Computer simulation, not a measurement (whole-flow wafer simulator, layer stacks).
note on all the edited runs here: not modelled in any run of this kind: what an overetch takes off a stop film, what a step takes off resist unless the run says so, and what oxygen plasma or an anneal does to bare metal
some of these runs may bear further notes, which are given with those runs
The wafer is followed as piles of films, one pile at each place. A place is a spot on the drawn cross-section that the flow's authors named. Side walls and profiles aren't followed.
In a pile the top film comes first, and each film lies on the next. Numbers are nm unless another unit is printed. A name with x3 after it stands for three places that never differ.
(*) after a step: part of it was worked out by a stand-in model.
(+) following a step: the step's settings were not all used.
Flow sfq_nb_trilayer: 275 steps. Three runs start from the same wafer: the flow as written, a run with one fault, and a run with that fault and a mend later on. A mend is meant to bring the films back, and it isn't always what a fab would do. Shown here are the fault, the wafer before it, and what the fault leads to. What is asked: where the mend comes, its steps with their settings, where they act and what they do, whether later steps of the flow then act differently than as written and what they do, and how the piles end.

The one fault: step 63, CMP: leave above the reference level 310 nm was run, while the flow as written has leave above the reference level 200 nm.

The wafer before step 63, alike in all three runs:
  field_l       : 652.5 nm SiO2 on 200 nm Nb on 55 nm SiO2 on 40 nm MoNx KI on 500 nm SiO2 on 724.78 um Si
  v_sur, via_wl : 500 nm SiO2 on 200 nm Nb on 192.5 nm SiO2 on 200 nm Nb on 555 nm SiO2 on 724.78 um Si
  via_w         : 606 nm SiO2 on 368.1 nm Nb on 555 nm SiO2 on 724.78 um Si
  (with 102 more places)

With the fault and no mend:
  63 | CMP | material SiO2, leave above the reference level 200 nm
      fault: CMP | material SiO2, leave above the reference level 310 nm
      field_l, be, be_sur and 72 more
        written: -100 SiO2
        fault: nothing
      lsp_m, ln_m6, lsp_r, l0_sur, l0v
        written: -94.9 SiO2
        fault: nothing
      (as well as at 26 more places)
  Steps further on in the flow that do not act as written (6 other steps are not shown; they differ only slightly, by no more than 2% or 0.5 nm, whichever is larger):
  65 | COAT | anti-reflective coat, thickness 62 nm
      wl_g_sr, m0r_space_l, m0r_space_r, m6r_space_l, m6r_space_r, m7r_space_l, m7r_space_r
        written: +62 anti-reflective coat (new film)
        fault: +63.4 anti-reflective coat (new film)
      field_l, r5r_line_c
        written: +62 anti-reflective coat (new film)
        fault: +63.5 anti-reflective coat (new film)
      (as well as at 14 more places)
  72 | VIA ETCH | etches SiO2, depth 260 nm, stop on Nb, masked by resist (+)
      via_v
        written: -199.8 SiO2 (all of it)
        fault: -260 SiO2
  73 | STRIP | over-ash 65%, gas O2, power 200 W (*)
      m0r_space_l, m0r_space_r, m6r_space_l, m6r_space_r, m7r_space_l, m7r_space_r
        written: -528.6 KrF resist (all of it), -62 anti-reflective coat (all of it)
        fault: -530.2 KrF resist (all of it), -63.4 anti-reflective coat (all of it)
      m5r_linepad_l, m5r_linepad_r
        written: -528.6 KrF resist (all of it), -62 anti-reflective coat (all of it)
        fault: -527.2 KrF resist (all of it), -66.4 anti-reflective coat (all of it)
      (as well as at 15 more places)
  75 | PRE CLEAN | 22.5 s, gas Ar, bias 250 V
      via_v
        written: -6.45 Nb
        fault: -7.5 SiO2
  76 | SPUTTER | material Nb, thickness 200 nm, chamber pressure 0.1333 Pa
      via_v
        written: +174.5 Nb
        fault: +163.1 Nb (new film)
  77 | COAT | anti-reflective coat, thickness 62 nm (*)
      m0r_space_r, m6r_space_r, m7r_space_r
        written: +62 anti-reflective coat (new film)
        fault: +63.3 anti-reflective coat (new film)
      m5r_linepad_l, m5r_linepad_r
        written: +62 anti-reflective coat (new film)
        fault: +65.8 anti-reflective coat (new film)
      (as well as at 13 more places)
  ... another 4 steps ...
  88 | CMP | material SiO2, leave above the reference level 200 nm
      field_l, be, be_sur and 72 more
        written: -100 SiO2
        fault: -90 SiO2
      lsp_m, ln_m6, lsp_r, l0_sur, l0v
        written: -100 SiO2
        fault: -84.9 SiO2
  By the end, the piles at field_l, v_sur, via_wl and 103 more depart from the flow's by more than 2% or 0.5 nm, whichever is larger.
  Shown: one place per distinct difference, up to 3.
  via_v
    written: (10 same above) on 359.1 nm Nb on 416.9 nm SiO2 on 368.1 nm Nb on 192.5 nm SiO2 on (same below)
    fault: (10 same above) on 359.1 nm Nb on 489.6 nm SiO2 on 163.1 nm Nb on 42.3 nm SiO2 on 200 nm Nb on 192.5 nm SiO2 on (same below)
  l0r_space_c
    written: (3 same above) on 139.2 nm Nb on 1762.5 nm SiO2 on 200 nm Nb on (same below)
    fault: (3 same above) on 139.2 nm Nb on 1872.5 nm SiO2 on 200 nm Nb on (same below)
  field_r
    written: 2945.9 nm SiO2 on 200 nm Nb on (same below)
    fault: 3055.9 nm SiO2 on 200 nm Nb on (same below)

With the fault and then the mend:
  The mend stands after step 64.
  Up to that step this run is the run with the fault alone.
  64a | CMP | material SiO2, leave above the reference level 200 nm (a further turn of the flow's step 63)
      field_l, be, be_sur and 72 more
        -100 SiO2
      v_sur, via_wl, via_w and 23 more
        -110 SiO2
      lsp_m, ln_m6, lsp_r, l0_sur, l0v
        -94.9 SiO2
  None of the later steps of the flow acts differently than as written at any place that is followed.
  The piles end the same as the flow's at every place that both follow.
